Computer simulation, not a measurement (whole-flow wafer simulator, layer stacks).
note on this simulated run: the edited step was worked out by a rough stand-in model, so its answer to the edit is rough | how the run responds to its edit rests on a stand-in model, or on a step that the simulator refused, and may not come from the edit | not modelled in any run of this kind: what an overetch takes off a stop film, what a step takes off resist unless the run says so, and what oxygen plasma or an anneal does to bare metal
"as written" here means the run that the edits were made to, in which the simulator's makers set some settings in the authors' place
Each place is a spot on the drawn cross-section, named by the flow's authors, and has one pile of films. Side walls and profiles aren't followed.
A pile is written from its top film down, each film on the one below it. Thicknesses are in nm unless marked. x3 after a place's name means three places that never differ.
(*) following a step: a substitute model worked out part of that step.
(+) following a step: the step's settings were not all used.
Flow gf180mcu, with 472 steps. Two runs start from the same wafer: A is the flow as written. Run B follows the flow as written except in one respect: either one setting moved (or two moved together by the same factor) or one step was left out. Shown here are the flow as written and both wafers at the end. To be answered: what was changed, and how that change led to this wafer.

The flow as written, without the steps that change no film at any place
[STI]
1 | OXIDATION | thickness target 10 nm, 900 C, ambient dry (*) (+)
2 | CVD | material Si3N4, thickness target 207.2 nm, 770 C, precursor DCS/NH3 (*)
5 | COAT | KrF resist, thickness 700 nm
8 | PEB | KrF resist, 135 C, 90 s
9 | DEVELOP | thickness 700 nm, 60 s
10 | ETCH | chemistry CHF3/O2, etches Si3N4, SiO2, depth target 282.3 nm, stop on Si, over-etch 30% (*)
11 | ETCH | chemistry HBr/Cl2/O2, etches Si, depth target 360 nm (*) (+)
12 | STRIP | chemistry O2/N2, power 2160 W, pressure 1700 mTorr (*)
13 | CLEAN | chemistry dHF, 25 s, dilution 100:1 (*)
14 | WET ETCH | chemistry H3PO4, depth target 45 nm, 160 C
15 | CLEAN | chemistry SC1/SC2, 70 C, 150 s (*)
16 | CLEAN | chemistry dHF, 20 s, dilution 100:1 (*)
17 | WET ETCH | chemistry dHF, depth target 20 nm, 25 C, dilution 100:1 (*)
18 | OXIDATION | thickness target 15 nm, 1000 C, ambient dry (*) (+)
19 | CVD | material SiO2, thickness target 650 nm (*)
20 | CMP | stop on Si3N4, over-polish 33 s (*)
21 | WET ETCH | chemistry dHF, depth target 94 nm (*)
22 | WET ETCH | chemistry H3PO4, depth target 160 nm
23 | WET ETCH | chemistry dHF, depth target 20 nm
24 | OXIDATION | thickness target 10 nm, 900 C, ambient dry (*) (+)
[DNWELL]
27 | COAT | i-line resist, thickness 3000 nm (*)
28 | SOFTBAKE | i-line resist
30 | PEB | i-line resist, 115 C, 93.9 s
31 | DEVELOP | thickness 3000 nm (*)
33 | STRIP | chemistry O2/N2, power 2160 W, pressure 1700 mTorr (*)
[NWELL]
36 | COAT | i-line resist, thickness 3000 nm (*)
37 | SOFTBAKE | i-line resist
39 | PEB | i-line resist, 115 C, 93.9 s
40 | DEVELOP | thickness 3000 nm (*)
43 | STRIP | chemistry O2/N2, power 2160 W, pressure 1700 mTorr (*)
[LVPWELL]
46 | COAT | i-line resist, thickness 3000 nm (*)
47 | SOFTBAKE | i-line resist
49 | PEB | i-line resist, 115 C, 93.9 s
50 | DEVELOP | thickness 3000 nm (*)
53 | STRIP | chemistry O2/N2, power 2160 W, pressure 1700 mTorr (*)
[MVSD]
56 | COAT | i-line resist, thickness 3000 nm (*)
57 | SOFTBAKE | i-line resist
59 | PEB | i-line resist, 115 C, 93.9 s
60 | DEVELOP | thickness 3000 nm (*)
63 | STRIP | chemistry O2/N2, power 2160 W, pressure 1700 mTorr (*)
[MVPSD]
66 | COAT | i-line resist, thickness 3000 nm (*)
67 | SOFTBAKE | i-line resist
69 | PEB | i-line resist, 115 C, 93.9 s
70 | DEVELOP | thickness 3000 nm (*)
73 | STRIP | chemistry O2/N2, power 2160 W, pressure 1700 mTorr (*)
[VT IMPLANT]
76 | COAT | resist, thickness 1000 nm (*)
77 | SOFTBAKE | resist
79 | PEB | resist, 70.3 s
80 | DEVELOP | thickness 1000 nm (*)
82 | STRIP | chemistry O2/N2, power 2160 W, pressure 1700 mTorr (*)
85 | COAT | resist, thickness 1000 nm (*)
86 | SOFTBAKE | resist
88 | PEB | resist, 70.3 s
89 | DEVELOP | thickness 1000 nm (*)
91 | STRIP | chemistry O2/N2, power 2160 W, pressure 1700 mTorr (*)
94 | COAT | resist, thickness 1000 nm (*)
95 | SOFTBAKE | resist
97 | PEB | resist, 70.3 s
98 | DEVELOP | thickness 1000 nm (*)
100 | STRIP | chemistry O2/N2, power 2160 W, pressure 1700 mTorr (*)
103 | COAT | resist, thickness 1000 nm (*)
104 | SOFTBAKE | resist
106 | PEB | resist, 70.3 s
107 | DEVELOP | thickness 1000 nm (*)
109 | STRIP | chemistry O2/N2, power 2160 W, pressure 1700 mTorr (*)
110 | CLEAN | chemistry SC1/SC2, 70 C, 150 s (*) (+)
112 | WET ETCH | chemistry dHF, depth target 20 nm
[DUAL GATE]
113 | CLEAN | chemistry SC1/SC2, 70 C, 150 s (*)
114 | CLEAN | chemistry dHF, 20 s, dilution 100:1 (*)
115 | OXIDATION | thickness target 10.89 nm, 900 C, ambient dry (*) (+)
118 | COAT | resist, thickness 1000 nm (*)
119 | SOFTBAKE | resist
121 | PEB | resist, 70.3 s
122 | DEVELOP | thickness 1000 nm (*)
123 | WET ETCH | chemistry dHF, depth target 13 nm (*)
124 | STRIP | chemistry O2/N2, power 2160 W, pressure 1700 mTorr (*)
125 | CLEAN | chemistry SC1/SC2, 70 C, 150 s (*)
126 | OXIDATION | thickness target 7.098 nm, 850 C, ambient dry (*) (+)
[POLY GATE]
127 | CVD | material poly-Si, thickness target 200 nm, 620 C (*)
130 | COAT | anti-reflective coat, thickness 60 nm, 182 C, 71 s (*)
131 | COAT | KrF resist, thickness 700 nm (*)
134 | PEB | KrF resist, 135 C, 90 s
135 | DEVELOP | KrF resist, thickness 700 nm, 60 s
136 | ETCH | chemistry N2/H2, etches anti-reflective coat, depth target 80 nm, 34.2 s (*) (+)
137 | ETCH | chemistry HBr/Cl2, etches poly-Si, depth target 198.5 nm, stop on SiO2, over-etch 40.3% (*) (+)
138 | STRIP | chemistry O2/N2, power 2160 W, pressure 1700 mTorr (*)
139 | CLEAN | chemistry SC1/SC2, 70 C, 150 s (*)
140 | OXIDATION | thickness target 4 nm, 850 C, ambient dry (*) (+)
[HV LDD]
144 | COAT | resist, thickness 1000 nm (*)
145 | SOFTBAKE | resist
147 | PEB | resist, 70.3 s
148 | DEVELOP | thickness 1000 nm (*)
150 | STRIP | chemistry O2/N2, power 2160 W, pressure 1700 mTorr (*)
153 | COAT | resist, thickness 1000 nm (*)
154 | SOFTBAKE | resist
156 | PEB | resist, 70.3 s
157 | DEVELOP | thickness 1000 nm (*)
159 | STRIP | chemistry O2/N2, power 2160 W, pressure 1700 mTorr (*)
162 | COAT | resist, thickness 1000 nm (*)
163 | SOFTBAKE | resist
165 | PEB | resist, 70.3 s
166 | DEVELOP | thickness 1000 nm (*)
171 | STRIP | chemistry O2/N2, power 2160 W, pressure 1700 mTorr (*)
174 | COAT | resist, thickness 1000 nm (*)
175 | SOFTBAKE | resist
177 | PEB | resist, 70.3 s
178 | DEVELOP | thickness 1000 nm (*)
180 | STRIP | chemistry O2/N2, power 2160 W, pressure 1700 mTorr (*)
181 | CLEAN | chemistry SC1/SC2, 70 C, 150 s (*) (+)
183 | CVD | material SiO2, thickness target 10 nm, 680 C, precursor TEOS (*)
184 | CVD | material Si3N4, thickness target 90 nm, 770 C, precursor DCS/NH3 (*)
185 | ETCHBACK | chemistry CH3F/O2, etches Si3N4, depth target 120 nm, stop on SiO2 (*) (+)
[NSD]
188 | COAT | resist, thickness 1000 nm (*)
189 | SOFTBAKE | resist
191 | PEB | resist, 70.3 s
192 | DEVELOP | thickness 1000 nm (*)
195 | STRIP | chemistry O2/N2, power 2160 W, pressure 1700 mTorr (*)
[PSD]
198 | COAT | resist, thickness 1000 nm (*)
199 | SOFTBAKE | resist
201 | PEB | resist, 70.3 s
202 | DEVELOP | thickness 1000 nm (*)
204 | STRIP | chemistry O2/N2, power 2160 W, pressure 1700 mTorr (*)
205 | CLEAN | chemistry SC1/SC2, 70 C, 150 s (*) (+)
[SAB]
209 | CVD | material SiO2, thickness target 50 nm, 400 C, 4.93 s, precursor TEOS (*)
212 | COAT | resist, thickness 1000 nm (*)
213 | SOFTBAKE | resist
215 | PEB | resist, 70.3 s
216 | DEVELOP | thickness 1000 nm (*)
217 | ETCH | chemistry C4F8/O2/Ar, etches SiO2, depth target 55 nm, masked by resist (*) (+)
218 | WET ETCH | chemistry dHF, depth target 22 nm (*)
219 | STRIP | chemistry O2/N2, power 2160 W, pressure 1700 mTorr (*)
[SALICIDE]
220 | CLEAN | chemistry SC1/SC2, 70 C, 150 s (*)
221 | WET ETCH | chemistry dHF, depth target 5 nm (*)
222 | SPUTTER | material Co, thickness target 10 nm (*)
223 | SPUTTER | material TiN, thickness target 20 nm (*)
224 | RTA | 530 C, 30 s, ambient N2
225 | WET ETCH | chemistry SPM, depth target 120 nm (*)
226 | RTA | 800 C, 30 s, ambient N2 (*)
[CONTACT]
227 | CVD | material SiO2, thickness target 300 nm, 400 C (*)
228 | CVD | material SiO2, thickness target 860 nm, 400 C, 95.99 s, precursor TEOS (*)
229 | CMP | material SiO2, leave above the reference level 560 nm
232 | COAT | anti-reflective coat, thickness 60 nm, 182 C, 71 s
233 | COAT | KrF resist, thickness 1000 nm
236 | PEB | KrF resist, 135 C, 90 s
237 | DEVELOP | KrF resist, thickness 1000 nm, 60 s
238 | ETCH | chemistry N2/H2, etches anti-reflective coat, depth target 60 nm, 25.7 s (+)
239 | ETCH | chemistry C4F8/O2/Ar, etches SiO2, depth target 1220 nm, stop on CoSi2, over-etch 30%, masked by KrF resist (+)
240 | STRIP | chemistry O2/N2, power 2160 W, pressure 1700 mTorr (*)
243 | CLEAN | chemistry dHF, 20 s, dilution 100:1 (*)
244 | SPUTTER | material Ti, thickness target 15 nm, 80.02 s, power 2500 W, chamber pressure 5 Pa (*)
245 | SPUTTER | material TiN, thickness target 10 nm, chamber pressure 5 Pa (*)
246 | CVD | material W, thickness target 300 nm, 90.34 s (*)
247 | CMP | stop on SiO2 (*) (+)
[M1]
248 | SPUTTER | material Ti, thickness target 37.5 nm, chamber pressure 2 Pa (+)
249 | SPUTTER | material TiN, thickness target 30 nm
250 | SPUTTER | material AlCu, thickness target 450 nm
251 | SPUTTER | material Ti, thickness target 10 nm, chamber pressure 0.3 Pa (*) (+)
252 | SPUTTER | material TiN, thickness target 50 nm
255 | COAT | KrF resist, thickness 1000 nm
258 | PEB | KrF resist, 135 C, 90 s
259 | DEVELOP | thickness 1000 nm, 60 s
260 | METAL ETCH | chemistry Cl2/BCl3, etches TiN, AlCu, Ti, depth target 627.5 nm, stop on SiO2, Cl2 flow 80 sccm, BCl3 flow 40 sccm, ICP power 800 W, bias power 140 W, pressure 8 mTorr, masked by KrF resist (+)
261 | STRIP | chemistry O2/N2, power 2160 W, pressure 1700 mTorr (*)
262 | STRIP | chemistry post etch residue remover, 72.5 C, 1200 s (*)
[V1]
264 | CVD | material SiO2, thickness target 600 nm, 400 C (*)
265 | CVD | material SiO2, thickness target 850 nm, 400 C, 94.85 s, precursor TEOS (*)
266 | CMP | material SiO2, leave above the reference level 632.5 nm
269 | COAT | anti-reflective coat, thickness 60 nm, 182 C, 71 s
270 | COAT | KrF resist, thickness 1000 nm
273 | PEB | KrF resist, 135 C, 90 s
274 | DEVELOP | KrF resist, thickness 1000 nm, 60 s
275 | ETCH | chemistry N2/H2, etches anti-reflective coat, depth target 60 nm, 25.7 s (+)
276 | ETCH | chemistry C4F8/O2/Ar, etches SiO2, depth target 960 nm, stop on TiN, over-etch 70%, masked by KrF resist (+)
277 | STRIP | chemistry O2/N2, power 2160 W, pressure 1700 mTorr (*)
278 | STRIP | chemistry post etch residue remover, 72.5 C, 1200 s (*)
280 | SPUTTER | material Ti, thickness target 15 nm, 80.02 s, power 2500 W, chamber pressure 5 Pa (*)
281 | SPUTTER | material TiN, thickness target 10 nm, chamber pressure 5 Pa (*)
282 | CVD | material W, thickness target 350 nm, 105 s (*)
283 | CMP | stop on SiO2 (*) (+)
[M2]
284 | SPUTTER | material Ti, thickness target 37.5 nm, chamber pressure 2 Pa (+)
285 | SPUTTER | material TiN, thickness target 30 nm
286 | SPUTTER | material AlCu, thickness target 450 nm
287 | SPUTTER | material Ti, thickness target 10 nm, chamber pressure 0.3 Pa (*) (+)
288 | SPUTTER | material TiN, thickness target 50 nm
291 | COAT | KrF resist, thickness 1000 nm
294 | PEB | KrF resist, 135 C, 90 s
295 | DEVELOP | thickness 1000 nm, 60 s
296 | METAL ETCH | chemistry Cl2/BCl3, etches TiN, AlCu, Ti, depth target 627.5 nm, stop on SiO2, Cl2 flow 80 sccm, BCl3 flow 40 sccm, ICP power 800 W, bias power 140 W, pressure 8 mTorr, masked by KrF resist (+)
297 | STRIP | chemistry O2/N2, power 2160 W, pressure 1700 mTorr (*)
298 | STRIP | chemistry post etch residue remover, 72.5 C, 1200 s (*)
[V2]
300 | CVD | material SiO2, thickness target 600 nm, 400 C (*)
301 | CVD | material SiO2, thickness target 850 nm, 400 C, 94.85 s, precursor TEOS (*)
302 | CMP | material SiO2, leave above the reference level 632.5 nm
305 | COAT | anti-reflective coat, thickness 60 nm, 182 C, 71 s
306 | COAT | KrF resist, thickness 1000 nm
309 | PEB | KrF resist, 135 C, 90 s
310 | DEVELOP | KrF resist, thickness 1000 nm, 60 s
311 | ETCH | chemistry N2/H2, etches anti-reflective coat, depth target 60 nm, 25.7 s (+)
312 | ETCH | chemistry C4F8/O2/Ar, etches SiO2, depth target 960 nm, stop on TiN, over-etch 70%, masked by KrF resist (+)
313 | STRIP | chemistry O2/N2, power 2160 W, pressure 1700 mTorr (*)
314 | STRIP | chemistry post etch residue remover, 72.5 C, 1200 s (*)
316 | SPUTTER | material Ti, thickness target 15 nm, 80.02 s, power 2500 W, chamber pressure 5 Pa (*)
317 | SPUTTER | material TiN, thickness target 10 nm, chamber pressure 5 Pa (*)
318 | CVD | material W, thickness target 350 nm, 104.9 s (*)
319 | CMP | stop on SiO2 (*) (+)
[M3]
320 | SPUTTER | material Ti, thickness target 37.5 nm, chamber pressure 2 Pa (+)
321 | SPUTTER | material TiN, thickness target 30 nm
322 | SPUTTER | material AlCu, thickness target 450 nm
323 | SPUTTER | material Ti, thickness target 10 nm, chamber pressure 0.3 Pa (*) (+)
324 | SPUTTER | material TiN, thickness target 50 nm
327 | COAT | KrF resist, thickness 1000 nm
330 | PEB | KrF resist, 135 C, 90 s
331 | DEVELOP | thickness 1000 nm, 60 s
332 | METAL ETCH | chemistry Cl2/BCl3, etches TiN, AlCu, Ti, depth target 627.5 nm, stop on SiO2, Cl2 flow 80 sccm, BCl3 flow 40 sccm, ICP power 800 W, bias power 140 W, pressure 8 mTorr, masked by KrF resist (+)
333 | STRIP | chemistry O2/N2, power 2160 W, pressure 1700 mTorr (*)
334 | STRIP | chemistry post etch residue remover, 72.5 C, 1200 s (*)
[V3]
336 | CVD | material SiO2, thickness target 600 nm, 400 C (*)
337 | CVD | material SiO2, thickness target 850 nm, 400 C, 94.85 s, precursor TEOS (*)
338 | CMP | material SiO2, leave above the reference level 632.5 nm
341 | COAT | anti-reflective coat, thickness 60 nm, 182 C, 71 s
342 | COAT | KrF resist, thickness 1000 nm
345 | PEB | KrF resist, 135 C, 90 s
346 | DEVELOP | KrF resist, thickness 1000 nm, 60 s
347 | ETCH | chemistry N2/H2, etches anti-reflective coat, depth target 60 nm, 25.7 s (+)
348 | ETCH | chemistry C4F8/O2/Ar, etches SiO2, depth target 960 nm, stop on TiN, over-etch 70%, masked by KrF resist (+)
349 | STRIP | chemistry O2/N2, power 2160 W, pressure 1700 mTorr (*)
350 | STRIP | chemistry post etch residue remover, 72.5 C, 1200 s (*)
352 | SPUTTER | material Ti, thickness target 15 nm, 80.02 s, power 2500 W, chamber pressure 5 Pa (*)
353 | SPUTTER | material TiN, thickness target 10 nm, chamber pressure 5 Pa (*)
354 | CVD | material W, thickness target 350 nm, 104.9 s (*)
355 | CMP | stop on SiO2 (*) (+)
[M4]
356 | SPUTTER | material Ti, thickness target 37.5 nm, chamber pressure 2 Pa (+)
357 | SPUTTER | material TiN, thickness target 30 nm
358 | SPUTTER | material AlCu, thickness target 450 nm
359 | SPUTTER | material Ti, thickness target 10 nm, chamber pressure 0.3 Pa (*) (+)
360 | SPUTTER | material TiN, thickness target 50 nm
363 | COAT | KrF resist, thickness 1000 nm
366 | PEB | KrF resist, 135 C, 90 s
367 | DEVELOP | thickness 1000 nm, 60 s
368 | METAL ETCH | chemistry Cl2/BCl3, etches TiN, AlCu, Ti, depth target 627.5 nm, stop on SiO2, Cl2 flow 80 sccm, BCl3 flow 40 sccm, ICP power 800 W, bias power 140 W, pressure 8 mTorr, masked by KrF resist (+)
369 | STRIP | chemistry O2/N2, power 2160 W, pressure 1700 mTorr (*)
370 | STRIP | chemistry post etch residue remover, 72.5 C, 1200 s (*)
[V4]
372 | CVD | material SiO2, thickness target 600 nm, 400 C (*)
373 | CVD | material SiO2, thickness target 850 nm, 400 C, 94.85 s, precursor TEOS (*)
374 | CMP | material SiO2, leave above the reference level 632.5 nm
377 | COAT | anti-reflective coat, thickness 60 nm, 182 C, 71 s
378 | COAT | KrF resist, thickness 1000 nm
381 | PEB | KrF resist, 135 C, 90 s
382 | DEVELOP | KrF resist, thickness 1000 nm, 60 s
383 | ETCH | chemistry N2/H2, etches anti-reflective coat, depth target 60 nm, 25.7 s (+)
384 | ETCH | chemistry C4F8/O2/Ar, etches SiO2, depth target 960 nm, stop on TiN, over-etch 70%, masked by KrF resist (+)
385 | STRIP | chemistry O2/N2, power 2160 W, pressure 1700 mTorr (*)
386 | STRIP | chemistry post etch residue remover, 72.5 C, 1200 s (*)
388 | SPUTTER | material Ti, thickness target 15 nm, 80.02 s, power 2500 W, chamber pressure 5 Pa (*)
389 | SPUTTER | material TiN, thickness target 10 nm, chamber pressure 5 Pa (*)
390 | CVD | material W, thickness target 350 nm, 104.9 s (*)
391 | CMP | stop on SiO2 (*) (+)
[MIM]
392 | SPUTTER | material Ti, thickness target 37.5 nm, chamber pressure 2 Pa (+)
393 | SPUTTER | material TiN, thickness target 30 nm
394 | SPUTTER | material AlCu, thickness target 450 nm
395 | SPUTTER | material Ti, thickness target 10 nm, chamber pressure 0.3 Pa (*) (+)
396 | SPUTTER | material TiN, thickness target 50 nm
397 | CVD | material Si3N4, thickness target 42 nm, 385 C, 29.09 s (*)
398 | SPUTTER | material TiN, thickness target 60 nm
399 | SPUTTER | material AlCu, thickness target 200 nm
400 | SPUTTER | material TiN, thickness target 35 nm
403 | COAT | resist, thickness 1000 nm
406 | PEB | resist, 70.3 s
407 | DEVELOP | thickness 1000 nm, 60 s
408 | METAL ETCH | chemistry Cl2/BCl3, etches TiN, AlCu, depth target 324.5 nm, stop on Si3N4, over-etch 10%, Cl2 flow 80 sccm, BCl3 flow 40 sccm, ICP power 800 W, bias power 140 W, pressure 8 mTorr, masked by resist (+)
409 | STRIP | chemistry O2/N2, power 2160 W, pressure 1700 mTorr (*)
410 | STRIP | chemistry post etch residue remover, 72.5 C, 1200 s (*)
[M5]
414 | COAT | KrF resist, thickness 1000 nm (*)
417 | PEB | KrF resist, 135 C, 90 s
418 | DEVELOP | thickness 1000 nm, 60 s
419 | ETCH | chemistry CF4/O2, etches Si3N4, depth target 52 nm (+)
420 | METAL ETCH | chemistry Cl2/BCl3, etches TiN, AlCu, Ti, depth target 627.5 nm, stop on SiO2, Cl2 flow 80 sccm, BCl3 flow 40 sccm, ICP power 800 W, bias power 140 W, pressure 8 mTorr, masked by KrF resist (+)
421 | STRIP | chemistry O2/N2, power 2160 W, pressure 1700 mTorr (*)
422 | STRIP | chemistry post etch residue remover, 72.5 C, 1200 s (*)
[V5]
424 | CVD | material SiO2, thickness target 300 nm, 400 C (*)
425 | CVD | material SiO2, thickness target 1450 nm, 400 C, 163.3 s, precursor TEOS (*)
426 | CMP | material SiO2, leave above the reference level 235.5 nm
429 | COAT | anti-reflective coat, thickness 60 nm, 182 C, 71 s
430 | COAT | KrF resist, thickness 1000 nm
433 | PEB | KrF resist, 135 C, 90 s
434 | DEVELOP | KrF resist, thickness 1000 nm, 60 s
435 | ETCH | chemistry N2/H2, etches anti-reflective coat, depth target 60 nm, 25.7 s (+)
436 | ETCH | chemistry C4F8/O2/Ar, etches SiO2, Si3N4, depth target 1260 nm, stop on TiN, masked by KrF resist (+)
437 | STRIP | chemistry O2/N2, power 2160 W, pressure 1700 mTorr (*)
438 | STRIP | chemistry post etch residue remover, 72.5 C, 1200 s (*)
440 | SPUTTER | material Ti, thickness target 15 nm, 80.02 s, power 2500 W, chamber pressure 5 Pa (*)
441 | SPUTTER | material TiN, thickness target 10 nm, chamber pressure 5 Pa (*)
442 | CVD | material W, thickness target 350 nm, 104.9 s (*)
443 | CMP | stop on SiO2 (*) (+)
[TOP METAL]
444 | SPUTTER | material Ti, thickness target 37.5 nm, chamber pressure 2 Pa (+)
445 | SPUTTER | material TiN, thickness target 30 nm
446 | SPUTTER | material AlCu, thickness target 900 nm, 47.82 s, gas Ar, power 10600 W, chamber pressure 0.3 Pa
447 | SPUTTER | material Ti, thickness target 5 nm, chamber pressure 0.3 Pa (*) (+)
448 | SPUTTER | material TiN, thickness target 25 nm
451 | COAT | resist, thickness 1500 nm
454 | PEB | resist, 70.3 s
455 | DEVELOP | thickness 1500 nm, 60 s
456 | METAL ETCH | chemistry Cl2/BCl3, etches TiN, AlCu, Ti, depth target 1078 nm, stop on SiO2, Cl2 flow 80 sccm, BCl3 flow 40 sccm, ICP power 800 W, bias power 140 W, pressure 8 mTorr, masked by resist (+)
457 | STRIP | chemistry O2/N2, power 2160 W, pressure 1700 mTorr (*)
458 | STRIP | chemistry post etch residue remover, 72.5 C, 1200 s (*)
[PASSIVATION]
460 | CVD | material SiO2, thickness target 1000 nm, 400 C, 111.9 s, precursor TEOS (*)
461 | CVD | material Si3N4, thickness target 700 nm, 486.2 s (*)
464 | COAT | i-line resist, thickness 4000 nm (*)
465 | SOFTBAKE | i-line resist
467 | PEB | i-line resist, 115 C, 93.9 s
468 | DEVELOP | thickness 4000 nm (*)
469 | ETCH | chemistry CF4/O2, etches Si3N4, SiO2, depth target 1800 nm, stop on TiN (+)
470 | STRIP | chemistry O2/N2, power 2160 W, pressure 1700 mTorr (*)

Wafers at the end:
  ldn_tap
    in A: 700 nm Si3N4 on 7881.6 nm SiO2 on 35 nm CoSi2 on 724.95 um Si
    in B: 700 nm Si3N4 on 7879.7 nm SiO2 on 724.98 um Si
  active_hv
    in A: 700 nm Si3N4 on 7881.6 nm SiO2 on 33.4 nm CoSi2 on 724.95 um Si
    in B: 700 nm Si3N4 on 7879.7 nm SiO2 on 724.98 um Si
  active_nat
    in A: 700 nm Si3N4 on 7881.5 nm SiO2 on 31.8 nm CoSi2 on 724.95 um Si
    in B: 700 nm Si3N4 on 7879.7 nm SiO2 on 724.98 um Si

What caused this: step 217, ETCH: depth target 24.8 nm was run, though the flow has depth target 55 nm.

How this came from the change, step by step:
  217 | ETCH | chemistry C4F8/O2/Ar, etches SiO2, depth target 55 nm, masked by resist (*) (+)
      spacer: A -50 SiO2 (all of it), -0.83 Si3N4 | B -24.8 SiO2
      field, field__w1, field__w2 and 96 more: A -55 SiO2 | B -24.8 SiO2
      (also at 11 further places)
  218 | WET ETCH | chemistry dHF, depth target 22 nm (*)
      ldn_tap, ldn_src, ldn_drn, ldp_tap, ldp_src, ldp_drn, ldp_gr: A -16 SiO2 (all of it) | B -42.5 SiO2
      ld_drn_n, ld_sd_p: A -14.8 SiO2 (all of it) | B -41.7 SiO2
      (also at 91 further places)
  219 | STRIP | chemistry O2/N2, power 2160 W, pressure 1700 mTorr (*)
      active_hv, active_nat, ld_sd_n and 11 more: A +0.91 chemical SiO2 (new film), -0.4 Si | B nothing
  221 | WET ETCH | chemistry dHF, depth target 5 nm (*)
      active_hv, active_nat, ld_drn_n and 9 more: A -0.76 chemical SiO2 (all of it) | B -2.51 SiO2
      ld_sd_n: A -0.76 chemical SiO2 (all of it) | B -2.8 SiO2 (all of it)
      (also at 1 further place)
  223 | SPUTTER | material TiN, thickness target 20 nm (*)
      field__w12: A +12 TiN (new film) | B +12.8 TiN (new film)
      ld_sd_n: A +15.5 TiN (new film) | B +16.1 TiN (new film)
  224 | RTA | 530 C, 30 s, ambient N2
      ldn_tap, ldn_src, ldn_drn, ldp_tap, ldp_src, ldp_drn, ldp_gr: A under 1 film: +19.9 CoSi (new film), -10 Co (all of it), -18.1 Si | B nothing
      active_hv: A under 1 film: +19 CoSi (new film), -9.55 Co (all of it), -17.3 Si | B nothing
      (also at 4 further places)
  225 | WET ETCH | chemistry SPM, depth target 120 nm (*)
      ldn_tap, ldn_src, ldn_drn, ldp_tap, ldp_src, ldp_drn, ldp_gr: A -20 TiN (all of it) | B -20 TiN (all of it), -10 Co (all of it)
      active_hv: A -19 TiN (all of it) | B -19 TiN (all of it), -9.55 Co (all of it)
      (also at 6 further places)
  226 | RTA | 800 C, 30 s, ambient N2 (*)
      ldn_tap, ldn_src, ldn_drn, ldp_tap, ldp_src, ldp_drn, ldp_gr: A +35 CoSi2 (new film), -19.9 CoSi (all of it), -18.1 Si | B nothing
      active_hv: A +33.4 CoSi2 (new film), -19 CoSi (all of it), -17.3 Si | B nothing
      (also at 4 further places)
  227 | CVD | material SiO2, thickness target 300 nm, 400 C (*)
      active_hv, active_nat, ld_drn_n and 9 more: A +300 SiO2 (new film) | B +300 SiO2
  229 | CMP | material SiO2, leave above the reference level 560 nm
      ldn_sep__w1, ldn_sep__w2, ldn_dft and 8 more: A -311 SiO2 | B -322.2 SiO2
      sti, mim_1p0, pad, dice_street, iso_nw_fld, iso_fld_sub: A -296.8 SiO2 | B -308 SiO2
      (also at 34 further places)
With metal films that touch counted as one body, ldn_tap has 0 bodies; the flow as written gives 1 body.
With metal films that touch counted as one body, active_hv has 0 bodies; the flow as written gives 1 body.
With metal films that touch counted as one body, active_nat has 0 bodies; the flow as written gives 1 body.
